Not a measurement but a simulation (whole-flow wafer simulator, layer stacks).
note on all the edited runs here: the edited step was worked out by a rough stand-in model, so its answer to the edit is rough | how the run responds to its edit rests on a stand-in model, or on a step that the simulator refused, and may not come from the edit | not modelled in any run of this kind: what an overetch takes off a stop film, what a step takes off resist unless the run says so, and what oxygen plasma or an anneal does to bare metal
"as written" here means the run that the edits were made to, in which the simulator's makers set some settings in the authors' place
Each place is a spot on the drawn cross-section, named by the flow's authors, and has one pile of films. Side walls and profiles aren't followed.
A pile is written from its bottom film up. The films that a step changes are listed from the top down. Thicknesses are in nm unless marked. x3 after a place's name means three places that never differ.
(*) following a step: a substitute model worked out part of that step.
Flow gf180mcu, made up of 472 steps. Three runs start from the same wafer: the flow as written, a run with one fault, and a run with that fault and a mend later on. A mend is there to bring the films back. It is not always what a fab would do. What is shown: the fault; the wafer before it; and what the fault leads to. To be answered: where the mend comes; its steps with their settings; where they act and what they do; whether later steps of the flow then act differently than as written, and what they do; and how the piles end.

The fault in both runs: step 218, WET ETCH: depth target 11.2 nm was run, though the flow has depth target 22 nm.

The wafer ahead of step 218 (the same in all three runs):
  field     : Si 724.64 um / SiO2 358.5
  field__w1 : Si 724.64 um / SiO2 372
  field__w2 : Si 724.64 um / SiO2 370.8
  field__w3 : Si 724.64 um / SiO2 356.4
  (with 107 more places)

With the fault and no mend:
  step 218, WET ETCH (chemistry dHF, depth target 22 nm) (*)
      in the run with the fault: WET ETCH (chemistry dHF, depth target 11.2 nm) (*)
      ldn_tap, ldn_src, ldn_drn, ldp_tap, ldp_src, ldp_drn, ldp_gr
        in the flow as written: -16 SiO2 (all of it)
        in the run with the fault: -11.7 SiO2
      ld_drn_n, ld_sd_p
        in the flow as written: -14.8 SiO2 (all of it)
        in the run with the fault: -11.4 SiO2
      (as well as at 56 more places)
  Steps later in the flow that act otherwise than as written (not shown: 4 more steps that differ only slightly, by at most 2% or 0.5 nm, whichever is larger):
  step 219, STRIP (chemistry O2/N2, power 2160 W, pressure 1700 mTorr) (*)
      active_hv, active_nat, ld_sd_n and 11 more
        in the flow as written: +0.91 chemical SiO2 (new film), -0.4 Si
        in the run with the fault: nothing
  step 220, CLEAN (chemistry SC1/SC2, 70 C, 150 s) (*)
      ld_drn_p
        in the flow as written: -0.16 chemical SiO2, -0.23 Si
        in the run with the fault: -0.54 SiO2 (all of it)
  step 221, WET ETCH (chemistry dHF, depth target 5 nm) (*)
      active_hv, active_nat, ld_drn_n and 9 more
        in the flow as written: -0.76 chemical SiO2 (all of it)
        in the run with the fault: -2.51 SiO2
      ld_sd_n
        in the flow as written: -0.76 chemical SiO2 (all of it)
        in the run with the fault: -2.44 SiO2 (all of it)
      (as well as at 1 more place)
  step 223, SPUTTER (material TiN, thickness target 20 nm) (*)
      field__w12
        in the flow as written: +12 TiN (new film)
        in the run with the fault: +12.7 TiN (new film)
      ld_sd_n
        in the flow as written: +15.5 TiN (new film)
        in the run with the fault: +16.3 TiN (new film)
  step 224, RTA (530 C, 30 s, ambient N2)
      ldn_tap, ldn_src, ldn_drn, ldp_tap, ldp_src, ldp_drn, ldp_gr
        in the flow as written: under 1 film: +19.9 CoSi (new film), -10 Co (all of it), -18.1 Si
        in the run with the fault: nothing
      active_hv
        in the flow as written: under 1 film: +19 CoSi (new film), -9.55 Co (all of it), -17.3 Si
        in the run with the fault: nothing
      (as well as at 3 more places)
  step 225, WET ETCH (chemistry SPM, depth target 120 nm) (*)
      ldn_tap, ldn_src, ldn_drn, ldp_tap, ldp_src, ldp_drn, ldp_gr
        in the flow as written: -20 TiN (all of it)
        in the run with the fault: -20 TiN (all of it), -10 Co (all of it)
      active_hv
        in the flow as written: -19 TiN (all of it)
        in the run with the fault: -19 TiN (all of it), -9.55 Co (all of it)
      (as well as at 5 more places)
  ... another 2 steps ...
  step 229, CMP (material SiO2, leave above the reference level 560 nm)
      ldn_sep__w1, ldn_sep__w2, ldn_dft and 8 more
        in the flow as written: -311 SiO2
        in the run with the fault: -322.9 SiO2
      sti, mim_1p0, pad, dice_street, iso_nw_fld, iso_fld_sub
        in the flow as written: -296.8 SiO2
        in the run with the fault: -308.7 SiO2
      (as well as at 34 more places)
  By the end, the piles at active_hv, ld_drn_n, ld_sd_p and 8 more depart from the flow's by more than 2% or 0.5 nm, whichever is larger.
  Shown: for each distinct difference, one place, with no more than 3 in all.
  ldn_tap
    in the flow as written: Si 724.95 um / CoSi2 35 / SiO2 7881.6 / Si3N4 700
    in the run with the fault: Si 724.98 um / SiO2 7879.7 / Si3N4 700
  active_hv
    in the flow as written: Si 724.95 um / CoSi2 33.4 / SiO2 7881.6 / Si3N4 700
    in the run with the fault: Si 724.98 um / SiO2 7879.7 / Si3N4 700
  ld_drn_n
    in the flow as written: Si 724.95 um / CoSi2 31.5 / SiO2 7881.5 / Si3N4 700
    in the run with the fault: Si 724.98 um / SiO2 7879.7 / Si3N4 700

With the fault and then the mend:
  The mend stands after step 218.
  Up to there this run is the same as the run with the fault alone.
  step 218a, WET ETCH (chemistry dHF, depth target 10.8 nm) (*) (the flow's step 218 again, with other settings)
      field, field__w1, field__w2 and 47 more
        -10.8 SiO2
      ldn_tap, ldp_src, ldp_drn, ldp_gr
        -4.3 SiO2 (all of it)
      ldn_src, ldn_drn, ldp_tap
        -4.29 SiO2 (all of it)
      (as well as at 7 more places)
  None of the later steps of the flow differs from how it acts as written, at any place that is followed, by more than 2% or 0.5 nm, whichever is larger.
  At the end the piles are close to the flow's at the places that both follow, differing by at most 2% or 0.5 nm, whichever is larger.
